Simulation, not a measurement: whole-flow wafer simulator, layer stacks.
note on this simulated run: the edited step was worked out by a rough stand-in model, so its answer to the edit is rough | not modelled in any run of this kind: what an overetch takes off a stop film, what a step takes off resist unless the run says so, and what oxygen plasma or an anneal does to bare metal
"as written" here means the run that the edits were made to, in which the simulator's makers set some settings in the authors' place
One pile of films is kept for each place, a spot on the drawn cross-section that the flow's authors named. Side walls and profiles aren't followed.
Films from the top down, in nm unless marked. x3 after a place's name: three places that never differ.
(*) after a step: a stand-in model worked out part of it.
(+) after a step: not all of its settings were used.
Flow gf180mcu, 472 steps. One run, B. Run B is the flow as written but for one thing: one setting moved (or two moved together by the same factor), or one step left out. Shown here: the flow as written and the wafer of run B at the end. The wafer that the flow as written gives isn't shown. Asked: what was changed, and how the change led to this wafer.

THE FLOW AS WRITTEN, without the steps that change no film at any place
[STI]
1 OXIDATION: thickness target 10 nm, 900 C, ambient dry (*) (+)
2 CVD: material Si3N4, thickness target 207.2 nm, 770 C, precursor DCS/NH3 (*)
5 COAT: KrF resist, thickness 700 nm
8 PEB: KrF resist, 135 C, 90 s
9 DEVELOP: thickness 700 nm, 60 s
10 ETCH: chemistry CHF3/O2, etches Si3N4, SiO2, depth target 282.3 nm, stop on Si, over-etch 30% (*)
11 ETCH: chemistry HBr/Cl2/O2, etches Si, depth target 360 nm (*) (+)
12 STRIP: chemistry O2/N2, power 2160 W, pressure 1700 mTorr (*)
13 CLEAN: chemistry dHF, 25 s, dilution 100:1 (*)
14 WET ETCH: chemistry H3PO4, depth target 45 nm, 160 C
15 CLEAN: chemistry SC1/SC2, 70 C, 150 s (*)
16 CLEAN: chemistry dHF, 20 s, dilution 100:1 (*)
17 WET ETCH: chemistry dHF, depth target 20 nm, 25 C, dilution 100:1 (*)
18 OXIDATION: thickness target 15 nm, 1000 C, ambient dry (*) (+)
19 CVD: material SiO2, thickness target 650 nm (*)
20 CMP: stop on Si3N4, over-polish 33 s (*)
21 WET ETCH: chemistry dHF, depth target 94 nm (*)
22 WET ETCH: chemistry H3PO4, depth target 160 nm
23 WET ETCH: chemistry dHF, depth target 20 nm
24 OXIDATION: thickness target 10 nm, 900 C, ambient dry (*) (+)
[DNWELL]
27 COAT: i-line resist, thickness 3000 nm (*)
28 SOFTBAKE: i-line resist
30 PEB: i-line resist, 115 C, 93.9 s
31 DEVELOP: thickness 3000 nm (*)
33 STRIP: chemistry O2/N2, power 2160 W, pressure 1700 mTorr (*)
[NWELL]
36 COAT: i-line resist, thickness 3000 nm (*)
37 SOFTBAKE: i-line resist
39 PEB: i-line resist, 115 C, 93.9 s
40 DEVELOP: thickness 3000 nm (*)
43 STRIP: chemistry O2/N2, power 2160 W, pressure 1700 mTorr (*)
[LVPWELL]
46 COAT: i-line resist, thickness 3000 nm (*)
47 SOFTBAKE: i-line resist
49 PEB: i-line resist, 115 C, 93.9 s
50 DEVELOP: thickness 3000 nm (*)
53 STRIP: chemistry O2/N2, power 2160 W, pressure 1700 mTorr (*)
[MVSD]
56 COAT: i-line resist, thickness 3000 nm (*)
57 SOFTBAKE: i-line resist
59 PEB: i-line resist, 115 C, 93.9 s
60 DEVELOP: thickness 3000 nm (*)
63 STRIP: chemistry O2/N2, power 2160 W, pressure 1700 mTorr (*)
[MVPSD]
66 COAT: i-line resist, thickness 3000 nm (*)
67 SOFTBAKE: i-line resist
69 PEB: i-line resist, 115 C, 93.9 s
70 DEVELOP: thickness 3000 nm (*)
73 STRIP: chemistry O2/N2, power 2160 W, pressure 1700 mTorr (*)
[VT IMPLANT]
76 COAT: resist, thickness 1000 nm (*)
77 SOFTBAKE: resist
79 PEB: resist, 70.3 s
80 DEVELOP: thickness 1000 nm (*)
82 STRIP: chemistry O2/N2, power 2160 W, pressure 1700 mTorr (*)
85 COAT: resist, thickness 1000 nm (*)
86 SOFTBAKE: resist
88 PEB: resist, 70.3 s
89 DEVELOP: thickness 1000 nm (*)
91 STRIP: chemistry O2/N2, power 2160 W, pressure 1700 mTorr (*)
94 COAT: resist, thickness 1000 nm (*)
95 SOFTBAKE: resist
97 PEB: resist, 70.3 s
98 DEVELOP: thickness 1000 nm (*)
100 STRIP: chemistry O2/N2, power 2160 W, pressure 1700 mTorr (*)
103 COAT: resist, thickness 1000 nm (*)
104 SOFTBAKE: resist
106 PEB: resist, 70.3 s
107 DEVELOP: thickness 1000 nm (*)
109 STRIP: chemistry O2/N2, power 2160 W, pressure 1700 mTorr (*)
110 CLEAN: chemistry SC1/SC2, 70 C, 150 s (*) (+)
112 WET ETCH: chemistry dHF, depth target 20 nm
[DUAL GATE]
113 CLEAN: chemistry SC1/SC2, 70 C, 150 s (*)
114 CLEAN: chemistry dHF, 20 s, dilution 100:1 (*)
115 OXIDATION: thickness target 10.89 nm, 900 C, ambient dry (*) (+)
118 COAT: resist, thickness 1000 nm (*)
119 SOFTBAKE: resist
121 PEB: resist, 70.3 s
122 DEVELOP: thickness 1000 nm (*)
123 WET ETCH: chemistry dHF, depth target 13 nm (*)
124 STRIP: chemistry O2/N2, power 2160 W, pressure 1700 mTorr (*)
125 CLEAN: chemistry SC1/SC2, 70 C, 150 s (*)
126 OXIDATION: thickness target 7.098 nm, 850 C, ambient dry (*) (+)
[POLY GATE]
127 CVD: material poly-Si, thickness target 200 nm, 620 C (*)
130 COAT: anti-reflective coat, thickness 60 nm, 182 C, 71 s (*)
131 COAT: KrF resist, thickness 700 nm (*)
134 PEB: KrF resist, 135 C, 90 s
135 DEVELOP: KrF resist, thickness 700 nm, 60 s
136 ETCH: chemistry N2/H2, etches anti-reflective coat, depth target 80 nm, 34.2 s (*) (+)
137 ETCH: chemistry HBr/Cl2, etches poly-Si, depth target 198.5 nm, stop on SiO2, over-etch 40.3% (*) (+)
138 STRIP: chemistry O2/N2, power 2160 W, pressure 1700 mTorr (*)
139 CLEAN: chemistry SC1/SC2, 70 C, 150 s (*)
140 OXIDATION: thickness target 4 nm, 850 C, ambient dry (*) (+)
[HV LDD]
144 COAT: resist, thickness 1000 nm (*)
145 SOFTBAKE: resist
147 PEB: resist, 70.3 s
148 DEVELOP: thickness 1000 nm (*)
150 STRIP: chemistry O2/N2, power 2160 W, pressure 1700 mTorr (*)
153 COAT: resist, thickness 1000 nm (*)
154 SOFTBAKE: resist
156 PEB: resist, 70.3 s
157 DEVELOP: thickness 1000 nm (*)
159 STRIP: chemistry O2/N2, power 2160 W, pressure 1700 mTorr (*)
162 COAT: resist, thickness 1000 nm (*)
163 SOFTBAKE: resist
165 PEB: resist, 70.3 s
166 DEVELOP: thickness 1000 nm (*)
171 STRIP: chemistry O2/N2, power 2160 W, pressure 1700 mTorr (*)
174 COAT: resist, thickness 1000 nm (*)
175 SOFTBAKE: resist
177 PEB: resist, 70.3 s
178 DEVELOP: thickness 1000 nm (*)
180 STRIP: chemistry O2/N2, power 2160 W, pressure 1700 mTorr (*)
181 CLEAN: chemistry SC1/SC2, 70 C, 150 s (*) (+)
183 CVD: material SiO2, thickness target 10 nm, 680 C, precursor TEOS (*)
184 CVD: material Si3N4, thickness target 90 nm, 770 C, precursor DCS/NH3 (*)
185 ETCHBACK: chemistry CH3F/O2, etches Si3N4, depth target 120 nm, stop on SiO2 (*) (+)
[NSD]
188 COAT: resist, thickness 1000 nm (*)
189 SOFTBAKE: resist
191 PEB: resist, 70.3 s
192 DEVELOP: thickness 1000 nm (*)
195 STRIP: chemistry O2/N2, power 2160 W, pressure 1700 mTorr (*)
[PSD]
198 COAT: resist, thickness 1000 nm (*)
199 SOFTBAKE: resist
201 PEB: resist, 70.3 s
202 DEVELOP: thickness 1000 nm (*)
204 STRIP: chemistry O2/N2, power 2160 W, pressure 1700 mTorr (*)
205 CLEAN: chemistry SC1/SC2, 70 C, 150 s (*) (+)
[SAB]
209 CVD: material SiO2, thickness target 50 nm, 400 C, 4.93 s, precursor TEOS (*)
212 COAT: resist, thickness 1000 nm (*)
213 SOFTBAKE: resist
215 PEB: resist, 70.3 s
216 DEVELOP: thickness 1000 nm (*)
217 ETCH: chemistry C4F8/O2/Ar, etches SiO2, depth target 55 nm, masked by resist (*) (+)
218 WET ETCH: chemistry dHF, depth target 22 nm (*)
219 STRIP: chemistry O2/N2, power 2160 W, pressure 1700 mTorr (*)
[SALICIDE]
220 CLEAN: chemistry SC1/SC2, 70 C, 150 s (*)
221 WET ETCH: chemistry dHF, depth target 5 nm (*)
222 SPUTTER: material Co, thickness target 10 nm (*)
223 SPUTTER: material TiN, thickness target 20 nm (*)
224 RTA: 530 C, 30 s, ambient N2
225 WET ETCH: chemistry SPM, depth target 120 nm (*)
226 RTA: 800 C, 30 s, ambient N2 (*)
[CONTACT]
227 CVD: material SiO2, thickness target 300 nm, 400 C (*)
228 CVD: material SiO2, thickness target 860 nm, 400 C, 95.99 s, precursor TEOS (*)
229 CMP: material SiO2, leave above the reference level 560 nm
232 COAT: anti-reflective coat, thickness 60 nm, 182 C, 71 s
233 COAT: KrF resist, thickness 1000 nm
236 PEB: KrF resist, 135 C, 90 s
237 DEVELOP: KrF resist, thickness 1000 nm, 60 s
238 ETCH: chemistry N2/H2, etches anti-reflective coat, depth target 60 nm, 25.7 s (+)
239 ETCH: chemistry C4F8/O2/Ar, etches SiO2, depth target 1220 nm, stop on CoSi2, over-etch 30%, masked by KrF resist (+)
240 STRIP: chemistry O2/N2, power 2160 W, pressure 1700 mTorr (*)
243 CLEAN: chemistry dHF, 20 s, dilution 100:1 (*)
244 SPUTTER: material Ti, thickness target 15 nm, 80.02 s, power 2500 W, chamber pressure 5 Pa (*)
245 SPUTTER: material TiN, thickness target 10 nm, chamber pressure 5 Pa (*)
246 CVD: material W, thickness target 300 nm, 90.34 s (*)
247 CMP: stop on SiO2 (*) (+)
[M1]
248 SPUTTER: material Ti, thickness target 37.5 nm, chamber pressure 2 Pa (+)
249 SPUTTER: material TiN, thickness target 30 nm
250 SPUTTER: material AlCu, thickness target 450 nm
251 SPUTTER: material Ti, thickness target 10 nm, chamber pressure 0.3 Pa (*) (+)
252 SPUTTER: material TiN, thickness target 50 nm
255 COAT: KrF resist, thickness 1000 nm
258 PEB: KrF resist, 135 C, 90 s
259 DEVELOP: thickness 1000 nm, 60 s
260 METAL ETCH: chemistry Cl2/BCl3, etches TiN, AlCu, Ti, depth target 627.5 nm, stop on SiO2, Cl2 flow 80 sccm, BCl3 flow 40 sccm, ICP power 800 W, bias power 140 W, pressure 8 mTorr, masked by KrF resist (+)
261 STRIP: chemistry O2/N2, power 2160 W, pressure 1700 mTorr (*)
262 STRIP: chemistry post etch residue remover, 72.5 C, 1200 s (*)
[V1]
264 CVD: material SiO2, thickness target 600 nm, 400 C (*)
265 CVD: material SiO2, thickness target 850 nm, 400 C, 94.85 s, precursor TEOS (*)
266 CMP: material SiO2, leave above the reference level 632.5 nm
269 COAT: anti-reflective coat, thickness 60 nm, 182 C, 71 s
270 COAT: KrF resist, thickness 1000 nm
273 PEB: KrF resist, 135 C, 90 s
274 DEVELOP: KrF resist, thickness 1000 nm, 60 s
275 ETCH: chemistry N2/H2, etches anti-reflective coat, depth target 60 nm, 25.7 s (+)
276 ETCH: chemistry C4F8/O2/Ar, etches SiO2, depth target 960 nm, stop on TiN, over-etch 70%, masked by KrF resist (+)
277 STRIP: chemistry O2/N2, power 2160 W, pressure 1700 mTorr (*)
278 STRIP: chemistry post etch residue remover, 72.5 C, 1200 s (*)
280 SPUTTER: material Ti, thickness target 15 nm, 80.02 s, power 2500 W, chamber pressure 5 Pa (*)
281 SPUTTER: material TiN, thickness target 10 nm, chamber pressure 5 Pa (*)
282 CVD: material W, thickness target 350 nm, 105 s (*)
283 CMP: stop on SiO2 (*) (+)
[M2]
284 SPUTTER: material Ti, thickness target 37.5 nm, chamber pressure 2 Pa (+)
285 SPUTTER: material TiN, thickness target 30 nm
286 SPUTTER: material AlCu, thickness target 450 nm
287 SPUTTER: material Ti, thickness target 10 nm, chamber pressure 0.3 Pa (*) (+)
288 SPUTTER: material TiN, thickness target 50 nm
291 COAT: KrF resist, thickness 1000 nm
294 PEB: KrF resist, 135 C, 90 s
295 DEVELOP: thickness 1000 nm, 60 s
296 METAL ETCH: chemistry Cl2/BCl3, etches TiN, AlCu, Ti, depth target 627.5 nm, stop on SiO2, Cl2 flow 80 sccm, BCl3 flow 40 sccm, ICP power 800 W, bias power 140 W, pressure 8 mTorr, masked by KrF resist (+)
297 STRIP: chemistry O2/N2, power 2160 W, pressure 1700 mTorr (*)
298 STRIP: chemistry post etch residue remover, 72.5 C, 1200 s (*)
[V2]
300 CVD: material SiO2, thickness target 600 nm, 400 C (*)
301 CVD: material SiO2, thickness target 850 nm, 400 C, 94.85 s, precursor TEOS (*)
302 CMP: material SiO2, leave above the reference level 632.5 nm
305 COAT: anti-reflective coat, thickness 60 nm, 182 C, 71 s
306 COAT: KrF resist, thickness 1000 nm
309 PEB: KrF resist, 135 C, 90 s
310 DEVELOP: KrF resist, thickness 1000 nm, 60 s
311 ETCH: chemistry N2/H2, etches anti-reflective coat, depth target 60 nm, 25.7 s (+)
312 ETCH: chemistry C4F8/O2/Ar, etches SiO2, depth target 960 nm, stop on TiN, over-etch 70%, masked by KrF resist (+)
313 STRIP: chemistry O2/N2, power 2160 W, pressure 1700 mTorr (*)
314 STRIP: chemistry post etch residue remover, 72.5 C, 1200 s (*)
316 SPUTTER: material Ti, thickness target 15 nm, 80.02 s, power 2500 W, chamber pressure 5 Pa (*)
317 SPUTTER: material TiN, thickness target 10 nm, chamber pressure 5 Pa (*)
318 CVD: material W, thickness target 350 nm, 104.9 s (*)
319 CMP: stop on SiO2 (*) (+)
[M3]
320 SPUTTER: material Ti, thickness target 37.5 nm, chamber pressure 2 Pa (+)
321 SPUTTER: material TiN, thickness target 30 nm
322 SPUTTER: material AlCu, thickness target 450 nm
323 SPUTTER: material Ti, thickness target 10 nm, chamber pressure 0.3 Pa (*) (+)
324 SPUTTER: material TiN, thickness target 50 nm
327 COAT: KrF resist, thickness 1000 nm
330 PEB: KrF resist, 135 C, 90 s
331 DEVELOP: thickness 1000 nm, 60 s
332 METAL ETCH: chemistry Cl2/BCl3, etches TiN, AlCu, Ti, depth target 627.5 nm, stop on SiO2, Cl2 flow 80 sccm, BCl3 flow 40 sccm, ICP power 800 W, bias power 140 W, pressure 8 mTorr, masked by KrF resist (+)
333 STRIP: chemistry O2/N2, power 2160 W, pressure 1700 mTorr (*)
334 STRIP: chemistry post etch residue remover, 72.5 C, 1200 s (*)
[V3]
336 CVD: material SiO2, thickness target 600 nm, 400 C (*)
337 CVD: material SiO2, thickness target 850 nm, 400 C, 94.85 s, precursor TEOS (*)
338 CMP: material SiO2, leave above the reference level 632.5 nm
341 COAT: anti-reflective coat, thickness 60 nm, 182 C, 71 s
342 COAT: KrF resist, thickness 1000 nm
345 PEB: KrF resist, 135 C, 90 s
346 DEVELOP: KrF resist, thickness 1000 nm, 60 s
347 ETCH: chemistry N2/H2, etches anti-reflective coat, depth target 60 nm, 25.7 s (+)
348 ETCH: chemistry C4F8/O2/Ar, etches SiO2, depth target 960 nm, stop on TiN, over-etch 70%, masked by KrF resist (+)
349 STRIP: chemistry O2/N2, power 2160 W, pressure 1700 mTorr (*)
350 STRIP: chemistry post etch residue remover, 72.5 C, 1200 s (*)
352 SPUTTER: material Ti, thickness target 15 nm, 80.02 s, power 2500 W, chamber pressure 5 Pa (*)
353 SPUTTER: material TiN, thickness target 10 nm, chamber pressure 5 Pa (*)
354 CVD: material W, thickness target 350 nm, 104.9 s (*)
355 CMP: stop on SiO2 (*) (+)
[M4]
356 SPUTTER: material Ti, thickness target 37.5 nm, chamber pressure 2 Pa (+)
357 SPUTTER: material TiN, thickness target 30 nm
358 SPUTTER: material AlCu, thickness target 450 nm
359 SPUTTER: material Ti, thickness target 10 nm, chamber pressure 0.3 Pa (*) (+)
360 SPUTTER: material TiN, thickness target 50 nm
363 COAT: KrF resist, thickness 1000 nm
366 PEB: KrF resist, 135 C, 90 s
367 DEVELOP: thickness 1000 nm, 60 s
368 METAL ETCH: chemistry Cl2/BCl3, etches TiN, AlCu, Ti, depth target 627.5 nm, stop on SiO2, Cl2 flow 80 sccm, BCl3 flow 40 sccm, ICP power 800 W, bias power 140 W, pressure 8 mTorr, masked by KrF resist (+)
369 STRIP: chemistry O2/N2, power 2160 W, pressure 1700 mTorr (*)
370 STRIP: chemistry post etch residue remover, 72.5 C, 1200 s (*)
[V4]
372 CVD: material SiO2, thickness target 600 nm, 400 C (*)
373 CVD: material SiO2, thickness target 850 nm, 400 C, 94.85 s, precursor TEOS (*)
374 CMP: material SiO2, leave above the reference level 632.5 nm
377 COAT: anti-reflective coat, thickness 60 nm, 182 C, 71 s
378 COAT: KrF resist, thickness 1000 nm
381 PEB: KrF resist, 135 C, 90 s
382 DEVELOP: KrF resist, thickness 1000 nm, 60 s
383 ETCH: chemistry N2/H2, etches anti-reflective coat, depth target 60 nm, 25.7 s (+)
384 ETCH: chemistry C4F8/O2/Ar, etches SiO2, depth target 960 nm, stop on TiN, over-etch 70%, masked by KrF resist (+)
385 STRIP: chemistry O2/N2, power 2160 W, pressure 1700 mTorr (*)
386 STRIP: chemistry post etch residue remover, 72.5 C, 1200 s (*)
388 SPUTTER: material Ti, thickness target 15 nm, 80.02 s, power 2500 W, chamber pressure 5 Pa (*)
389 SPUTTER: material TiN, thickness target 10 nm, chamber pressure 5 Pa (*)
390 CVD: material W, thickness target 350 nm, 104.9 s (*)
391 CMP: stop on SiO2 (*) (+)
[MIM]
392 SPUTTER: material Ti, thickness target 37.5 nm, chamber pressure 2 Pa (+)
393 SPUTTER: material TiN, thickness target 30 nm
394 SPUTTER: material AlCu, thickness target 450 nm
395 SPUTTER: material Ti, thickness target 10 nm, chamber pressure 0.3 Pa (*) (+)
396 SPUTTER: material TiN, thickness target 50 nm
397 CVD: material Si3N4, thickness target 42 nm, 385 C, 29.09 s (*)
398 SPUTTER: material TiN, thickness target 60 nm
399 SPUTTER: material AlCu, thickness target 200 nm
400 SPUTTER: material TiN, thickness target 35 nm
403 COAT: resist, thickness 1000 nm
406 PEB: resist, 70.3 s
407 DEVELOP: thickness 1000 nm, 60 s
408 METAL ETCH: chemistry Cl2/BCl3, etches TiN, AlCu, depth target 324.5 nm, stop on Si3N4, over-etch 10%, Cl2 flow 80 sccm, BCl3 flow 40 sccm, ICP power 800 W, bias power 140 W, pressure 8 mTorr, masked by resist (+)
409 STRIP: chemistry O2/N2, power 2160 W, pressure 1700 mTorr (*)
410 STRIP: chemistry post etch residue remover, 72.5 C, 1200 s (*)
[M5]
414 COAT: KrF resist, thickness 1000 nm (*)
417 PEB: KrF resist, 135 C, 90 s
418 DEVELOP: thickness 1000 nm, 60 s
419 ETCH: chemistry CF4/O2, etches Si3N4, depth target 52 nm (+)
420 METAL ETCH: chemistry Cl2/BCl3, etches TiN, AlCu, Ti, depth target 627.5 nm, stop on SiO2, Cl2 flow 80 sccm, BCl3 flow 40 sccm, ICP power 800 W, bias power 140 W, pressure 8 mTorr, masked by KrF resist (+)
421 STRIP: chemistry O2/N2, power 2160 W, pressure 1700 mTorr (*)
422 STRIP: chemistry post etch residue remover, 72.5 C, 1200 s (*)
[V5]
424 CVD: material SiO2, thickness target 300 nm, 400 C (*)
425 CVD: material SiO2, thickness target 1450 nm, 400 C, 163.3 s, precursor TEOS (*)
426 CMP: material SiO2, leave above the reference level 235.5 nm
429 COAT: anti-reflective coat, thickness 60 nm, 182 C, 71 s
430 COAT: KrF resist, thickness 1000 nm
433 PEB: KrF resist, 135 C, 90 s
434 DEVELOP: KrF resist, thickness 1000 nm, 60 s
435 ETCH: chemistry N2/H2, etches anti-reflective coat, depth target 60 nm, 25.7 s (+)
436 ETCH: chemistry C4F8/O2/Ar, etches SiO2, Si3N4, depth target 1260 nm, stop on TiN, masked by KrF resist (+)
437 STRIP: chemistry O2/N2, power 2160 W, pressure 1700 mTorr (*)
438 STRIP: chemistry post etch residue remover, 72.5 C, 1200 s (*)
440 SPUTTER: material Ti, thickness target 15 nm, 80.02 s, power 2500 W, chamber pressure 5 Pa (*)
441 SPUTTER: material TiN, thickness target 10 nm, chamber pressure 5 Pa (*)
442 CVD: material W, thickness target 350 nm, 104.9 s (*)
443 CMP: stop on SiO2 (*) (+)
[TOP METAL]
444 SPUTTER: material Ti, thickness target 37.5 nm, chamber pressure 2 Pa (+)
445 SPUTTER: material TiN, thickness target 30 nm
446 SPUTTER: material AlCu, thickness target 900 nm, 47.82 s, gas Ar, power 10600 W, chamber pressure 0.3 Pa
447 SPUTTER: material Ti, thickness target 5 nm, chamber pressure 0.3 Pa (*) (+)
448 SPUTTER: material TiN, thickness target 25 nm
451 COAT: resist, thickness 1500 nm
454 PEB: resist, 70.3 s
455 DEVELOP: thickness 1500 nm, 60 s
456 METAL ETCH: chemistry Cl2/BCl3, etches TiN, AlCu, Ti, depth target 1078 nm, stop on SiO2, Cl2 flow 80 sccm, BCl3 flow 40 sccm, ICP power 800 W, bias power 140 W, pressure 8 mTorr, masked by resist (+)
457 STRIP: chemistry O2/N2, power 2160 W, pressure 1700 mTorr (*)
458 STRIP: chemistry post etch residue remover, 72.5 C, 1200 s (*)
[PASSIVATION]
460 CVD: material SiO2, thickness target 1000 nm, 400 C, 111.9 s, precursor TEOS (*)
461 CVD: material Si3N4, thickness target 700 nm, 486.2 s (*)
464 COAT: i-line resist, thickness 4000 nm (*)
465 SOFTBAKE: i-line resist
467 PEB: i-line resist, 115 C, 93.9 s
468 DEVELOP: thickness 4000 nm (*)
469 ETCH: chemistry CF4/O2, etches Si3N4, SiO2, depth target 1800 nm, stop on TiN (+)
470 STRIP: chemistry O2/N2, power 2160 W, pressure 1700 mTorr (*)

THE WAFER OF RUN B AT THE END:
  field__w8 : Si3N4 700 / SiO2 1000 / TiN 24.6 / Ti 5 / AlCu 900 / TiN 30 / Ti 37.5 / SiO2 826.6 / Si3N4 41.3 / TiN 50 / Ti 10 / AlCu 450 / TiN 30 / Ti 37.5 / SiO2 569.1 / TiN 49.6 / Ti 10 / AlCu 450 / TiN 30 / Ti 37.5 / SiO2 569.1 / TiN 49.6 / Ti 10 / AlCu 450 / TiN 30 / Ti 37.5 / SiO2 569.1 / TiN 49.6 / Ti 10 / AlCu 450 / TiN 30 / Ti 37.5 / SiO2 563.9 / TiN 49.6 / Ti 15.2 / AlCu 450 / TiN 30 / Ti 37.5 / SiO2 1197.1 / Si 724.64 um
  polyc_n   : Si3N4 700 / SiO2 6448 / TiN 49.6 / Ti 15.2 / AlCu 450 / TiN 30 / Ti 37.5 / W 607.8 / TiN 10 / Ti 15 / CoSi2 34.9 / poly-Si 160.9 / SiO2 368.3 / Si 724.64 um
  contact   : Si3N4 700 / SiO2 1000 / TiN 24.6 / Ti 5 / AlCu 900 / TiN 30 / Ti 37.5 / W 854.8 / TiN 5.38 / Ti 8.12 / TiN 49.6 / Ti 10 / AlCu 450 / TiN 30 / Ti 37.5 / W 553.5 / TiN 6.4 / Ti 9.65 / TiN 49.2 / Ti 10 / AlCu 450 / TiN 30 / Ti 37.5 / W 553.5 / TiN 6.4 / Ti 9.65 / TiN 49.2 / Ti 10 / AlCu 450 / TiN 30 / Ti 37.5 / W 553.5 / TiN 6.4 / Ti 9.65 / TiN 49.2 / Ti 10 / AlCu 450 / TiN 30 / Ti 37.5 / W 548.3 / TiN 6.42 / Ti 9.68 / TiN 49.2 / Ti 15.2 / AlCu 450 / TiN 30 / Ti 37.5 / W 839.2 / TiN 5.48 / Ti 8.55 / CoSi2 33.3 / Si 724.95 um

The cause: step 251, SPUTTER: thickness target 15.2 nm was run, where the flow has thickness target 10 nm.
It can be read off the wafer: field__w8 has Ti 15.2, and step 251 as written asks for 10 nm.

How the change led to this, step by step:
  251 SPUTTER: material Ti, thickness target 10 nm, chamber pressure 0.3 Pa (*) (+)
      field, field__w1, field__w2 and 108 more: Ti +15.2 (new film) (as written it would be: Ti +10 (new film))
  260 METAL ETCH: chemistry Cl2/BCl3, etches TiN, AlCu, Ti, depth target 627.5 nm, stop on SiO2, Cl2 flow 80 sccm, BCl3 flow 40 sccm, ICP power 800 W, bias power 140 W, pressure 8 mTorr, masked by KrF resist (+)
      field, field__w1, field__w2 and 99 more: TiN -50 (all of it), Ti -15.2 (all of it), AlCu -450 (all of it), TiN -30 (all of it), Ti -37.5 (all of it) (as written it would be: TiN -50 (all of it), Ti -10 (all of it), AlCu -450 (all of it), TiN -30 (all of it), Ti -37.5 (all of it))
